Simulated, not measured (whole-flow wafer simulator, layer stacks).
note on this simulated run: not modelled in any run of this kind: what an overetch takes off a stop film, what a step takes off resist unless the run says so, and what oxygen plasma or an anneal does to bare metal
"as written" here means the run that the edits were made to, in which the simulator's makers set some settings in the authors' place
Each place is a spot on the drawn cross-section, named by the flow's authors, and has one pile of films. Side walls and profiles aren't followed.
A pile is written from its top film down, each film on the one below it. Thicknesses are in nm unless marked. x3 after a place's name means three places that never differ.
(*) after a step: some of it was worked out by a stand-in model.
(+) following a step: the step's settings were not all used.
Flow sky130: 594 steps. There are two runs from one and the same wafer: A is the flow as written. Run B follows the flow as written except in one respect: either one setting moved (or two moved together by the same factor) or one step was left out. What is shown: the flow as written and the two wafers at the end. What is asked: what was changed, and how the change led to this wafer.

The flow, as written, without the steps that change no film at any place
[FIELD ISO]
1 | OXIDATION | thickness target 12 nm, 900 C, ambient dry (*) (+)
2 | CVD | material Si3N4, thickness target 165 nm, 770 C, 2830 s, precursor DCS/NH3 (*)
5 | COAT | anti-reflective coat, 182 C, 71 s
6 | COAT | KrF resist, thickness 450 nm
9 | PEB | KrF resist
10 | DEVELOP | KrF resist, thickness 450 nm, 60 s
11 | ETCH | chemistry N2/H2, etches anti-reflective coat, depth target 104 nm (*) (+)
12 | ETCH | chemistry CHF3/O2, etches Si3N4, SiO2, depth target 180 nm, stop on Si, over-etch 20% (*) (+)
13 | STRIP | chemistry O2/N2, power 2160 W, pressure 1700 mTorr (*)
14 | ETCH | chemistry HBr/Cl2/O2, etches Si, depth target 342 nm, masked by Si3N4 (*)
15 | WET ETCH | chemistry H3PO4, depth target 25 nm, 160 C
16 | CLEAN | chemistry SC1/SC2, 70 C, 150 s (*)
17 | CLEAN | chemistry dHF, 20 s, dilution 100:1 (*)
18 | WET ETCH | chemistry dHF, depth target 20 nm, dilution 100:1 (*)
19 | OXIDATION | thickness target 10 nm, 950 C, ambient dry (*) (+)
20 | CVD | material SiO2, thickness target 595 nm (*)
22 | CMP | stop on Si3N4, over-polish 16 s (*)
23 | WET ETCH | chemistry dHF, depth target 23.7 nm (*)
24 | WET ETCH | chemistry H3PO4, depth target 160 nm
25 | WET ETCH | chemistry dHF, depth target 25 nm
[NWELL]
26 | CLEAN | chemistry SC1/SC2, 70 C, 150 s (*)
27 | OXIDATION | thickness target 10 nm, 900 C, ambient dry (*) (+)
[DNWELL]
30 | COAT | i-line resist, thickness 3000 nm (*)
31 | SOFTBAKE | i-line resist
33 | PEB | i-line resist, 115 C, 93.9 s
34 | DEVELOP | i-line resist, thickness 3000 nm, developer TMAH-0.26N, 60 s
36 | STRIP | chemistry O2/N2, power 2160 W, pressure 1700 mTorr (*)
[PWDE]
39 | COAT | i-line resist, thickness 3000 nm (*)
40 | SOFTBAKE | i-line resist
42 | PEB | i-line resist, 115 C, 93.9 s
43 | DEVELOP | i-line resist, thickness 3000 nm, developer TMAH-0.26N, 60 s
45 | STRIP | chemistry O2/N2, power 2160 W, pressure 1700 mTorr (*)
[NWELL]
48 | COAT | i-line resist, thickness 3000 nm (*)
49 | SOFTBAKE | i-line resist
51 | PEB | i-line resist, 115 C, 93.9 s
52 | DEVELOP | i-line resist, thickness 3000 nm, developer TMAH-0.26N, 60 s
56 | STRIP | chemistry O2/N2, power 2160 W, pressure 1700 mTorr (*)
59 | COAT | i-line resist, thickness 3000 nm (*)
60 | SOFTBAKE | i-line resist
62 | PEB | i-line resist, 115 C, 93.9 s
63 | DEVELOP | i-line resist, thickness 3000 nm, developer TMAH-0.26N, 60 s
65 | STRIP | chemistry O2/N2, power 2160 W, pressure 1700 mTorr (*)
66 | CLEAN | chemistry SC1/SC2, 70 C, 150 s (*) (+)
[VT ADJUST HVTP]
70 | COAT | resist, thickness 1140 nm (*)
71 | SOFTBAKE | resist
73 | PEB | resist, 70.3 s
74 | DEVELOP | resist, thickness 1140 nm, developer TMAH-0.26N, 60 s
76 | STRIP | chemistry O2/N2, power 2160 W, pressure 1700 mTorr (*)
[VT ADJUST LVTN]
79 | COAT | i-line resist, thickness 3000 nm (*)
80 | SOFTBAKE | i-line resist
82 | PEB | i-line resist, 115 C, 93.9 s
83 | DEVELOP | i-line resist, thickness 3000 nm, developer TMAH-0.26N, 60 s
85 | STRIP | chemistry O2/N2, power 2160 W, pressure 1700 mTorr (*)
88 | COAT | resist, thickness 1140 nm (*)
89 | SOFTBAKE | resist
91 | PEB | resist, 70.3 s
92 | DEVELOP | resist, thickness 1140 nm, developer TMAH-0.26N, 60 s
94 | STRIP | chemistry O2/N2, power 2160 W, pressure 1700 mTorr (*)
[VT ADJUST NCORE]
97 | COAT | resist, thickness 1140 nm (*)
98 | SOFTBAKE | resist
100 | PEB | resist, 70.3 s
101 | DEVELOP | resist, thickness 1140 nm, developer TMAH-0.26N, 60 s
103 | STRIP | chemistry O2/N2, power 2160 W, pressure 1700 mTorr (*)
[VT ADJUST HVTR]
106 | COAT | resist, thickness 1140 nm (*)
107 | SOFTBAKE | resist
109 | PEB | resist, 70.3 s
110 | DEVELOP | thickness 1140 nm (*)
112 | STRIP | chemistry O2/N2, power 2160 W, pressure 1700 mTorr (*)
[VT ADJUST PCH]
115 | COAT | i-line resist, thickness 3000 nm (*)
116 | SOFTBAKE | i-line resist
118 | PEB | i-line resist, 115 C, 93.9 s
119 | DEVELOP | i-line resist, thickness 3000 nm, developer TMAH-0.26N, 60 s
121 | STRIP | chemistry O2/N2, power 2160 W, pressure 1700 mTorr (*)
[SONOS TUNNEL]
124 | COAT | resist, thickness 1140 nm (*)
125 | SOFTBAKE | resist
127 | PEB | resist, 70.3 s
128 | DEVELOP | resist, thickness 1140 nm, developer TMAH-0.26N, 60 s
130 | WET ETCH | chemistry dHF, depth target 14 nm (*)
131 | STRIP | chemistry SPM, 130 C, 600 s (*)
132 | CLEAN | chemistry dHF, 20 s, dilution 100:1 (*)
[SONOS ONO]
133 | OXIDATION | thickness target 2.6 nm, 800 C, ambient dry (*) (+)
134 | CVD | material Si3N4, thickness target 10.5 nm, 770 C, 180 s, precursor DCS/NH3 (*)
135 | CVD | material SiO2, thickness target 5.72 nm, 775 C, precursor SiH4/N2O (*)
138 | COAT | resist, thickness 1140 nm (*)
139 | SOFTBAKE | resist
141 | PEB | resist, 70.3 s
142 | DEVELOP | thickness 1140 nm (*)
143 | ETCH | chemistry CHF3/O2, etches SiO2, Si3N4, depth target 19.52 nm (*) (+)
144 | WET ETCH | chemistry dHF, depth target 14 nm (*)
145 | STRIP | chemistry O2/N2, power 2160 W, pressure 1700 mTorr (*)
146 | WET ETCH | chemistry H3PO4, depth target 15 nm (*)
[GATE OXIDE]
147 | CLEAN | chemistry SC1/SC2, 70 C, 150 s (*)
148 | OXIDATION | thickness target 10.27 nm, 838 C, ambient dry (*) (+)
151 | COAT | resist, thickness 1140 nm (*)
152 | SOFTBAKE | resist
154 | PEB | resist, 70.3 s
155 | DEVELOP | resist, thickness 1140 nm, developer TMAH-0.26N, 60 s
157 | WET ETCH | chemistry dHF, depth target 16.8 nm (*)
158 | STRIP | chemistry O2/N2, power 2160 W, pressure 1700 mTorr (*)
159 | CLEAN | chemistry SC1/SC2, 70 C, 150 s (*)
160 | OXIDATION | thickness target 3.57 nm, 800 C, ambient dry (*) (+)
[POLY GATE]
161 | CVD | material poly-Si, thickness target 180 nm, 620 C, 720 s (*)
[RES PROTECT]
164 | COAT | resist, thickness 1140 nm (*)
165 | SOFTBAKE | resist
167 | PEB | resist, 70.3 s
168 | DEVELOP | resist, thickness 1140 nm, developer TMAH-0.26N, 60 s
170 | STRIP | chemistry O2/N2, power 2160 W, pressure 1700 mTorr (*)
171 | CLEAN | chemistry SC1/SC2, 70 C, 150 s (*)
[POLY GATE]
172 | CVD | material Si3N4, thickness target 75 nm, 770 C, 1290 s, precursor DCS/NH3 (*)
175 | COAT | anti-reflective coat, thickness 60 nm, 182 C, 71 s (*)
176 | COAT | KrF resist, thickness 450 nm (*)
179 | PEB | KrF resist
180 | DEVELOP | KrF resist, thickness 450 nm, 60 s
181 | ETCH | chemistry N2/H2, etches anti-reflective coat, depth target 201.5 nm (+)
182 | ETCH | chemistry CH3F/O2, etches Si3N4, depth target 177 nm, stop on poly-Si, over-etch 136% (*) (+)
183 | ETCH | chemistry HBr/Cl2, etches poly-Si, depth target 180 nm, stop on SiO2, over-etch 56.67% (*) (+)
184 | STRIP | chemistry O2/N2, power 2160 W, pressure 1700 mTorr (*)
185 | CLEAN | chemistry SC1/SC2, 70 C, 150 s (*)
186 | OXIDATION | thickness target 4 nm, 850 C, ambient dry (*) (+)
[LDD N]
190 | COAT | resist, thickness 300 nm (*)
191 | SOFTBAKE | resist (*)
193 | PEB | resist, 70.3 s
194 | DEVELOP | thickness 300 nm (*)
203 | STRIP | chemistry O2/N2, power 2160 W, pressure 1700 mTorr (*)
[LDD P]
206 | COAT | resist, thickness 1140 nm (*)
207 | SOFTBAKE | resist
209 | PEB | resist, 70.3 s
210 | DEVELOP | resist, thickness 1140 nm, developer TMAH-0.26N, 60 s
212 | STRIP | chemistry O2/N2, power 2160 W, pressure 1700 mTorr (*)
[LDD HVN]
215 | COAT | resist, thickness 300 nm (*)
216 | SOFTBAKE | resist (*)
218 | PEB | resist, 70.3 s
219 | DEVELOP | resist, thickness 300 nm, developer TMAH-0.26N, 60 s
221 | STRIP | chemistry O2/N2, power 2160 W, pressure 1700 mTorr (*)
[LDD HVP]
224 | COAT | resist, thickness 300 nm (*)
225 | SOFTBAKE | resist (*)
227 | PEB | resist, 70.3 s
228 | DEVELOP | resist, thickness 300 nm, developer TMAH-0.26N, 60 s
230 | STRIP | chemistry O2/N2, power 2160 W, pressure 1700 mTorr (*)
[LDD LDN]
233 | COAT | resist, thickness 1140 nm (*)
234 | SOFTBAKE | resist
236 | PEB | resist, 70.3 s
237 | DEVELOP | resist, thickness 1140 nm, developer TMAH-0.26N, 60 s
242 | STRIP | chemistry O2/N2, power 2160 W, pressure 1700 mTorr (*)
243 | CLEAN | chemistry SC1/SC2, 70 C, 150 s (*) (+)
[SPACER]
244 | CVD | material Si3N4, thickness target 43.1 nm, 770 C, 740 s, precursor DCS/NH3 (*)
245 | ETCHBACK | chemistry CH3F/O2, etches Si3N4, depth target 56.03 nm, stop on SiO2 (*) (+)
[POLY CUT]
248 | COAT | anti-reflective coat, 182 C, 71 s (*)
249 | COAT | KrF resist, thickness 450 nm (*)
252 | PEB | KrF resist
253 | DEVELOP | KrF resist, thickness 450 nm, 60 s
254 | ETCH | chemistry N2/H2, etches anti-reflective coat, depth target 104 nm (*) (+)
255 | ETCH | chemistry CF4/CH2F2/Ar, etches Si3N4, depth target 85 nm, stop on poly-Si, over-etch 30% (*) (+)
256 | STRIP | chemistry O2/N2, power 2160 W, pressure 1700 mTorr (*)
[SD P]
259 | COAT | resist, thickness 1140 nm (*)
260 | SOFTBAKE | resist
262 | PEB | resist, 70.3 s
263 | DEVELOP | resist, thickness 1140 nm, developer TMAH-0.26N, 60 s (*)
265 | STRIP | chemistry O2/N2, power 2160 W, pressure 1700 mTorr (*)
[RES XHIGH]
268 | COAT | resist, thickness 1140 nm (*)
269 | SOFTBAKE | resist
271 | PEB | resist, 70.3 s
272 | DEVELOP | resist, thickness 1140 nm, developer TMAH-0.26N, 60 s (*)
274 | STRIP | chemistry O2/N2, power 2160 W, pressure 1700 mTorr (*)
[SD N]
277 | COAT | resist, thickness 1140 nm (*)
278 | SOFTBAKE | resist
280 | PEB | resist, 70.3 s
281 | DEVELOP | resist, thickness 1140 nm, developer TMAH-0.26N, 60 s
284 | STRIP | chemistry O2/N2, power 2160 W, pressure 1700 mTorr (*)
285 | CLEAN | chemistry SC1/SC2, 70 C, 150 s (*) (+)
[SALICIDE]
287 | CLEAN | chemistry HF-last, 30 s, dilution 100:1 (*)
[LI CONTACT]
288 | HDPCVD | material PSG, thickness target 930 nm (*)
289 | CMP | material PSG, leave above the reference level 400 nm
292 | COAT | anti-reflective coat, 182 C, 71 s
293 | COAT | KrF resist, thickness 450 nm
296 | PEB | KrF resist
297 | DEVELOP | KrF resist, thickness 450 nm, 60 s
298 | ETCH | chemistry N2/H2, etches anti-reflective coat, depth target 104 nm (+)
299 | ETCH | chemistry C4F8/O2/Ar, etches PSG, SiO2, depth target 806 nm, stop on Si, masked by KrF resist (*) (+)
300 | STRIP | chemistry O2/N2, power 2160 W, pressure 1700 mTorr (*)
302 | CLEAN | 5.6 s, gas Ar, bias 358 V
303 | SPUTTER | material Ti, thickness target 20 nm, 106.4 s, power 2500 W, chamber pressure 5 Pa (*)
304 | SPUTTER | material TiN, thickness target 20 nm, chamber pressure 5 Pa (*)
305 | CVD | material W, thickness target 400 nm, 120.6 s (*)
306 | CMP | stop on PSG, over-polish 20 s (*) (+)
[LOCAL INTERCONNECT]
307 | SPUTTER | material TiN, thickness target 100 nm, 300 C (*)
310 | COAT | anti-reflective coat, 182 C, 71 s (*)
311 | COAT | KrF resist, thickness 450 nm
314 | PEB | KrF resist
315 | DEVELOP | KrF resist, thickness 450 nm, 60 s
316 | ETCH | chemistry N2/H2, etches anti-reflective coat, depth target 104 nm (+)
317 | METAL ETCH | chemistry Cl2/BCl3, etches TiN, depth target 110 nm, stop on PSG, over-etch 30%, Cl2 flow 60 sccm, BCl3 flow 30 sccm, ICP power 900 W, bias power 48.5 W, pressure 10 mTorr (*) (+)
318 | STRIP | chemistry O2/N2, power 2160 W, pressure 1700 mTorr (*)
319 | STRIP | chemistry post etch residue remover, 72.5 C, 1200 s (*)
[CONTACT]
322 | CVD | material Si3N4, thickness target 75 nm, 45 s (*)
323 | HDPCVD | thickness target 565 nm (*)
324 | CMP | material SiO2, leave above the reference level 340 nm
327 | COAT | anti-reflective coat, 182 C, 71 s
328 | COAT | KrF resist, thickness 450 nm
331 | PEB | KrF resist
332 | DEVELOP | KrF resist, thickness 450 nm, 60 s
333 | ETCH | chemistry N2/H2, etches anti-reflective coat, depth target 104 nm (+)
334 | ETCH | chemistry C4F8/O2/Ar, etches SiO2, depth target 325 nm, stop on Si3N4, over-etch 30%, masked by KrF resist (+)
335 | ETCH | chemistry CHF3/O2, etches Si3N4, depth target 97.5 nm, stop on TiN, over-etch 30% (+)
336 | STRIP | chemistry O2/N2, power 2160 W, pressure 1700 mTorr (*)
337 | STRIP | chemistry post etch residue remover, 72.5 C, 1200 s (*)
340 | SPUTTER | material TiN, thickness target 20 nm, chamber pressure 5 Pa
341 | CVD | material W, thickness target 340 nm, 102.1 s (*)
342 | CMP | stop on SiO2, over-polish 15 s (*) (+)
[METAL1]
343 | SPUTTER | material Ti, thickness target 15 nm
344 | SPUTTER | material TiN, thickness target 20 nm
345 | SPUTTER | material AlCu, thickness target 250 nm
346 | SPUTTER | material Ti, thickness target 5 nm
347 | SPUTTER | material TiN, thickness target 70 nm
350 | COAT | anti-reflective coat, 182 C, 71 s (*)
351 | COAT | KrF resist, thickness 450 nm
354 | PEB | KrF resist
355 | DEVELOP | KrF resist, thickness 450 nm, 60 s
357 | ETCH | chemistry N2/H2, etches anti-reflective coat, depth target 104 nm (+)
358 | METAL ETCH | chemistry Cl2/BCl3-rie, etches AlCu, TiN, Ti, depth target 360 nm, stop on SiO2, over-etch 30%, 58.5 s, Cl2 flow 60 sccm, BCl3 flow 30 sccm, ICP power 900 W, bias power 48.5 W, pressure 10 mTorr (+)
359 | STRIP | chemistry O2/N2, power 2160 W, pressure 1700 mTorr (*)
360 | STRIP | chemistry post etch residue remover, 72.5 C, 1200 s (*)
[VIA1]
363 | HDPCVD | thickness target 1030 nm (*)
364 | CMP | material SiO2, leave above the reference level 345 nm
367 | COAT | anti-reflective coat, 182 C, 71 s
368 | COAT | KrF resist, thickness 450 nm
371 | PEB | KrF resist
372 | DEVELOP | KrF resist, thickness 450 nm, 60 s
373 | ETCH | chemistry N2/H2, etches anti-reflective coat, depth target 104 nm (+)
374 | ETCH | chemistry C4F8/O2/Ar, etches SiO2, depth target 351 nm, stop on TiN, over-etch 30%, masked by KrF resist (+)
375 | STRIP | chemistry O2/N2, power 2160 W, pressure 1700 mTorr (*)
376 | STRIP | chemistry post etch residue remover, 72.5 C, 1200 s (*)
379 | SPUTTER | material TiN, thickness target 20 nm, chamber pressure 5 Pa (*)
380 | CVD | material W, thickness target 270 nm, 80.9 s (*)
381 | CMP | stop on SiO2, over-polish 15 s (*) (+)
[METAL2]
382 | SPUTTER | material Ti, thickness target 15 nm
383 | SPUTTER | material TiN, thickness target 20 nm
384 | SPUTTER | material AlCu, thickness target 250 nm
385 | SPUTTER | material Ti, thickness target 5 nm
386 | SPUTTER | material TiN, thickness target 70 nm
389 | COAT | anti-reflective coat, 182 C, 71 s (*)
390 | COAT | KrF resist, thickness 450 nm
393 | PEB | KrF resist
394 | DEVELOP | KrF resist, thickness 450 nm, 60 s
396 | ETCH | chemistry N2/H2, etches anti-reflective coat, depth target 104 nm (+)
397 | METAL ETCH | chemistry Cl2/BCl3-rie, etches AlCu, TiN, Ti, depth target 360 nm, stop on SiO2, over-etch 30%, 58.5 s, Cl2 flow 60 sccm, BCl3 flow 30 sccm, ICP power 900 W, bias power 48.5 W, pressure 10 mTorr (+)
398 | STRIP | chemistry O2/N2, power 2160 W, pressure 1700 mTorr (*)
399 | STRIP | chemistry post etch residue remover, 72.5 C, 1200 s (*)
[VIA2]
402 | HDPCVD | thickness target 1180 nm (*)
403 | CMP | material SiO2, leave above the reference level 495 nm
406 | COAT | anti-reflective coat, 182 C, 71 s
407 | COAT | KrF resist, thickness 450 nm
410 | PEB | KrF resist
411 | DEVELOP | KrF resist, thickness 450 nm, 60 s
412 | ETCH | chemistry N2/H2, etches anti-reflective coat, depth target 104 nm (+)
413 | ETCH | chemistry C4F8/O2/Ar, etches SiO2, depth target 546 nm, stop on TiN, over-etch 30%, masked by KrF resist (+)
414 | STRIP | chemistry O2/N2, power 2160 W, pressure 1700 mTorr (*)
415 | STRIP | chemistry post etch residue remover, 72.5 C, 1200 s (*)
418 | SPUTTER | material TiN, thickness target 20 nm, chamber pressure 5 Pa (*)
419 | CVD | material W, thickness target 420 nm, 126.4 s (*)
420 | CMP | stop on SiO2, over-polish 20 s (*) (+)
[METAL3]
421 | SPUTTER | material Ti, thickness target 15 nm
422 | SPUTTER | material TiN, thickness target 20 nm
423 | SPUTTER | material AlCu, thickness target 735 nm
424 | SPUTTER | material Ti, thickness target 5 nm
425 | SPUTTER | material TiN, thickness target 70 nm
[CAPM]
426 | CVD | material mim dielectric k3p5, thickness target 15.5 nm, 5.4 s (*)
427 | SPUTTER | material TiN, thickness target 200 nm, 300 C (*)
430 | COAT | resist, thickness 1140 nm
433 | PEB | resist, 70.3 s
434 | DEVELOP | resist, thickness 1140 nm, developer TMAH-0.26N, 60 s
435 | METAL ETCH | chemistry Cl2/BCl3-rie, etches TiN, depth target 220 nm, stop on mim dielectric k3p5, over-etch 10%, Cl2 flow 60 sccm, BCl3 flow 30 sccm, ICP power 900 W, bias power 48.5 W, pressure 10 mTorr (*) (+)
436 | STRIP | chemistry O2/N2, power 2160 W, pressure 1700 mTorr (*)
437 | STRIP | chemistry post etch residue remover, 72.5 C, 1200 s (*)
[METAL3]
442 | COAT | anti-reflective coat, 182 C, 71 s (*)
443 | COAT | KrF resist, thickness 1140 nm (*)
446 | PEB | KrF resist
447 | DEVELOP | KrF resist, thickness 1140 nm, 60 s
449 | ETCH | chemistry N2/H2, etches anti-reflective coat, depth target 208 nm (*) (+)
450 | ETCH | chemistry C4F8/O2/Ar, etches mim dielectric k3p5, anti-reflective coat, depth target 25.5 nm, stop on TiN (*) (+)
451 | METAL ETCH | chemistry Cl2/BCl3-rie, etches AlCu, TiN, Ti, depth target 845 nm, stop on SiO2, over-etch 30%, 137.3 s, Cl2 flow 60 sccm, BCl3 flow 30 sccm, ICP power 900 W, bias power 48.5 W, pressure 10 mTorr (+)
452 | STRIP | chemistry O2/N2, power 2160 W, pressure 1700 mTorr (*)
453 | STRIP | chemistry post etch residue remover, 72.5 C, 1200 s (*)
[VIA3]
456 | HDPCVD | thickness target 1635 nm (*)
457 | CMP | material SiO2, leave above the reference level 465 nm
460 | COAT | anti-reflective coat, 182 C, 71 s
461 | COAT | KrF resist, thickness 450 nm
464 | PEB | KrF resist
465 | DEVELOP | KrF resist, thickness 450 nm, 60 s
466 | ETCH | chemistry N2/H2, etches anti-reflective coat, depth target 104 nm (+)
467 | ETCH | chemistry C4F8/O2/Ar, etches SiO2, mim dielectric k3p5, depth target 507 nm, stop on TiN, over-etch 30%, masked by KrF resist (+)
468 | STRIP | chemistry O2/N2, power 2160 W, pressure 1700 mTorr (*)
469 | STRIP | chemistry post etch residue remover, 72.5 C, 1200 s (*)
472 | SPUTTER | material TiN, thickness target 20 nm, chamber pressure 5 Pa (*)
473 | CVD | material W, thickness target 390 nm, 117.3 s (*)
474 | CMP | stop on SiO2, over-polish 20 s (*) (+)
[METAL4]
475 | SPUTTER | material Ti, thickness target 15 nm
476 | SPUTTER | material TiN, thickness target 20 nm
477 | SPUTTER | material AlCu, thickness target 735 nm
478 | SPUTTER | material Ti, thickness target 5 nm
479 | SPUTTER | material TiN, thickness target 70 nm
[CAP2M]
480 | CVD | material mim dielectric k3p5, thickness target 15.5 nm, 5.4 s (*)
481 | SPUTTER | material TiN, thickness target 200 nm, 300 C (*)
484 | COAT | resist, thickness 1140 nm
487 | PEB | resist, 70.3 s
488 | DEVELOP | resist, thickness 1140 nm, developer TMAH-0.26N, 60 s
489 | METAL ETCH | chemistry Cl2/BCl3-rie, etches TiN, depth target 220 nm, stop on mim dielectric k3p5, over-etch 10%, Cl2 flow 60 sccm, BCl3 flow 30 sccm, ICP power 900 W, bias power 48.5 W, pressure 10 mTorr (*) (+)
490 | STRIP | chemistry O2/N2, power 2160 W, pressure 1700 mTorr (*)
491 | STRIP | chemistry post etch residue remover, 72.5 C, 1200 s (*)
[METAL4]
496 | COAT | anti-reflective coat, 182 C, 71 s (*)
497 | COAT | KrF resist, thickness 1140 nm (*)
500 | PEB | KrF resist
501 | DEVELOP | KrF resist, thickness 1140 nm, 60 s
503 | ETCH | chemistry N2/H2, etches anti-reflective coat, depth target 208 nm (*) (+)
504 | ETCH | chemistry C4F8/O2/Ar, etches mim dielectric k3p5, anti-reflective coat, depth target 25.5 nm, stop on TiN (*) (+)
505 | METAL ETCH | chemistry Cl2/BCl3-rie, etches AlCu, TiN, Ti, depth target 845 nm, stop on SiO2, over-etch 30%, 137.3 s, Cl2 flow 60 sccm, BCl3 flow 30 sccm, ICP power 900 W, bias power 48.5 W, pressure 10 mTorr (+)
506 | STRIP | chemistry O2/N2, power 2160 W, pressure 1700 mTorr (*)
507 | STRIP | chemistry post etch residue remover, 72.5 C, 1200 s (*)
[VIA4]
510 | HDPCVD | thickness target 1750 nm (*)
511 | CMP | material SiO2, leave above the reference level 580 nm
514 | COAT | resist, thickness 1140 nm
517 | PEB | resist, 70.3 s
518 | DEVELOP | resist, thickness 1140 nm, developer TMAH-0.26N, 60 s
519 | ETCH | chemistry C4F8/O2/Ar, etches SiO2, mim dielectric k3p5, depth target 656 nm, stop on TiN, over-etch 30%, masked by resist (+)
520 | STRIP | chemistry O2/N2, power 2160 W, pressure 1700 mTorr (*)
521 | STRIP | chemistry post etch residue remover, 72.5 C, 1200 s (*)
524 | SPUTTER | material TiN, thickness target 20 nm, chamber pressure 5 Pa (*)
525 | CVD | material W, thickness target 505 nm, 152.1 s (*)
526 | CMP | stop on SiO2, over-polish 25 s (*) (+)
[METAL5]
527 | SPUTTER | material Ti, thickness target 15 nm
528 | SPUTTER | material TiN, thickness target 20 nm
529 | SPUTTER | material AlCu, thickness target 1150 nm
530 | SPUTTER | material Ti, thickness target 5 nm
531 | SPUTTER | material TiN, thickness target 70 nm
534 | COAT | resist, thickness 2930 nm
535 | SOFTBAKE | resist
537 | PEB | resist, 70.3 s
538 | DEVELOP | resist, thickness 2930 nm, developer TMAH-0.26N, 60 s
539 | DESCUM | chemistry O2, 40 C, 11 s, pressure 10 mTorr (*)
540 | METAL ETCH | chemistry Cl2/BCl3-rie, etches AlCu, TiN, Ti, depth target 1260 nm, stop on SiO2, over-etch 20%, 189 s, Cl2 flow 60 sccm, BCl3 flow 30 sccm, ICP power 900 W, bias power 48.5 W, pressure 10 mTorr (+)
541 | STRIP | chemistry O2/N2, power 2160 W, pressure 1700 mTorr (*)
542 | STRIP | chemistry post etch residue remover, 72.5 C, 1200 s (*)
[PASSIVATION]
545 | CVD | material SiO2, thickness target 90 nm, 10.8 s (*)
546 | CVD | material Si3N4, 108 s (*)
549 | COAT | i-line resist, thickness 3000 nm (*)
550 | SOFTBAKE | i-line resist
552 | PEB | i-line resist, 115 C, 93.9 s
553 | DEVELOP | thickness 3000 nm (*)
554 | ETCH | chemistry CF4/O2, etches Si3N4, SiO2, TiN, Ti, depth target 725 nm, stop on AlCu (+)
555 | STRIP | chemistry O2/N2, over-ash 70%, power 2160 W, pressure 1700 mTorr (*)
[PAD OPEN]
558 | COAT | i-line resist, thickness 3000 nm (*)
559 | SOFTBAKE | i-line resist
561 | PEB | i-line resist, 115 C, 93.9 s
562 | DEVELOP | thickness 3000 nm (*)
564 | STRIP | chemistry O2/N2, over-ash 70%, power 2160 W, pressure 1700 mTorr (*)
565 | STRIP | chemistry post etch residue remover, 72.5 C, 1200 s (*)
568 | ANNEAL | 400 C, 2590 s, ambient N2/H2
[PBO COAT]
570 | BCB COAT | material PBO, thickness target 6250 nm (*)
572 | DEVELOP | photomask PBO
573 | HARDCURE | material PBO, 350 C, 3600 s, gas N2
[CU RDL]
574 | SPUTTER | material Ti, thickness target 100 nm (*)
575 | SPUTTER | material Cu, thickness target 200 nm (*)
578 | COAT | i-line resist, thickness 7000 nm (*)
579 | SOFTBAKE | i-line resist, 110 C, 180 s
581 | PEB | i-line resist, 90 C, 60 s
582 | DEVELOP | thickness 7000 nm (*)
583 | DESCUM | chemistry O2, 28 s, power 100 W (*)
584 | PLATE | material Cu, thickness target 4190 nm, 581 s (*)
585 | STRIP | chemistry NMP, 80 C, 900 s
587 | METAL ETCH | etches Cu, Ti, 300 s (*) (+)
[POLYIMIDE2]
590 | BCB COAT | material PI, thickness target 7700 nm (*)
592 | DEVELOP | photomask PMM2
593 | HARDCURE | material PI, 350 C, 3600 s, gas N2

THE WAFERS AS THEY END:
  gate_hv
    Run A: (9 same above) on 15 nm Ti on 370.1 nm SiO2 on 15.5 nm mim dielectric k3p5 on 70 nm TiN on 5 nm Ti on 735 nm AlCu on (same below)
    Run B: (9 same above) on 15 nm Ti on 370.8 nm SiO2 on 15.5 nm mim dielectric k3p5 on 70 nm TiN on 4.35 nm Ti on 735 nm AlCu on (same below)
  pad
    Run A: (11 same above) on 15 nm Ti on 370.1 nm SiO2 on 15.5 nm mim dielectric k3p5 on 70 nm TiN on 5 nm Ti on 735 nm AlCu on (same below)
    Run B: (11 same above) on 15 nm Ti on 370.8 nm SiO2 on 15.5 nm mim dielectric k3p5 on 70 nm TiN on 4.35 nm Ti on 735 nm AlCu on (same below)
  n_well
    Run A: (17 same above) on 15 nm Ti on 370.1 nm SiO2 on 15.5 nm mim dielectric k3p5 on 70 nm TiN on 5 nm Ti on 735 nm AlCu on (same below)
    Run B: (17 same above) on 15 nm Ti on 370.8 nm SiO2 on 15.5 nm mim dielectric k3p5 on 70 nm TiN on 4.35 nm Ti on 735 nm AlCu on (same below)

Cause: step 424, SPUTTER: thickness target 4.35 nm was run, while the flow as written has thickness target 5 nm.
The wafer itself shows it: gate_hv has Ti 4.35, and step 424 as written asks for 5 nm.

The path from the change to this, step by step:
  424 | SPUTTER | material Ti, thickness target 5 nm
      field, active, n_well and 188 more: A +5 Ti (new film) | B +4.35 Ti (new film)
  451 | METAL ETCH | chemistry Cl2/BCl3-rie, etches AlCu, TiN, Ti, depth target 845 nm, stop on SiO2, over-etch 30%, 137.3 s, Cl2 flow 60 sccm, BCl3 flow 30 sccm, ICP power 900 W, bias power 48.5 W, pressure 10 mTorr (+)
      field, gate, spacer and 68 more: A -70 TiN (all of it), -5 Ti (all of it), -735 AlCu (all of it), -20 TiN (all of it), -15 Ti (all of it), -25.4 SiO2 | B -70 TiN (all of it), -4.35 Ti (all of it), -735 AlCu (all of it), -20 TiN (all of it), -15 Ti (all of it), -25.4 SiO2
      active, vpp_ln, vpp_iso2 and 11 more: A -70 TiN (all of it), -5 Ti (all of it), -735 AlCu (all of it), -20 TiN (all of it), -15 Ti (all of it), -25.3 SiO2 | B -70 TiN (all of it), -4.35 Ti (all of it), -735 AlCu (all of it), -20 TiN (all of it), -15 Ti (all of it), -25.4 SiO2
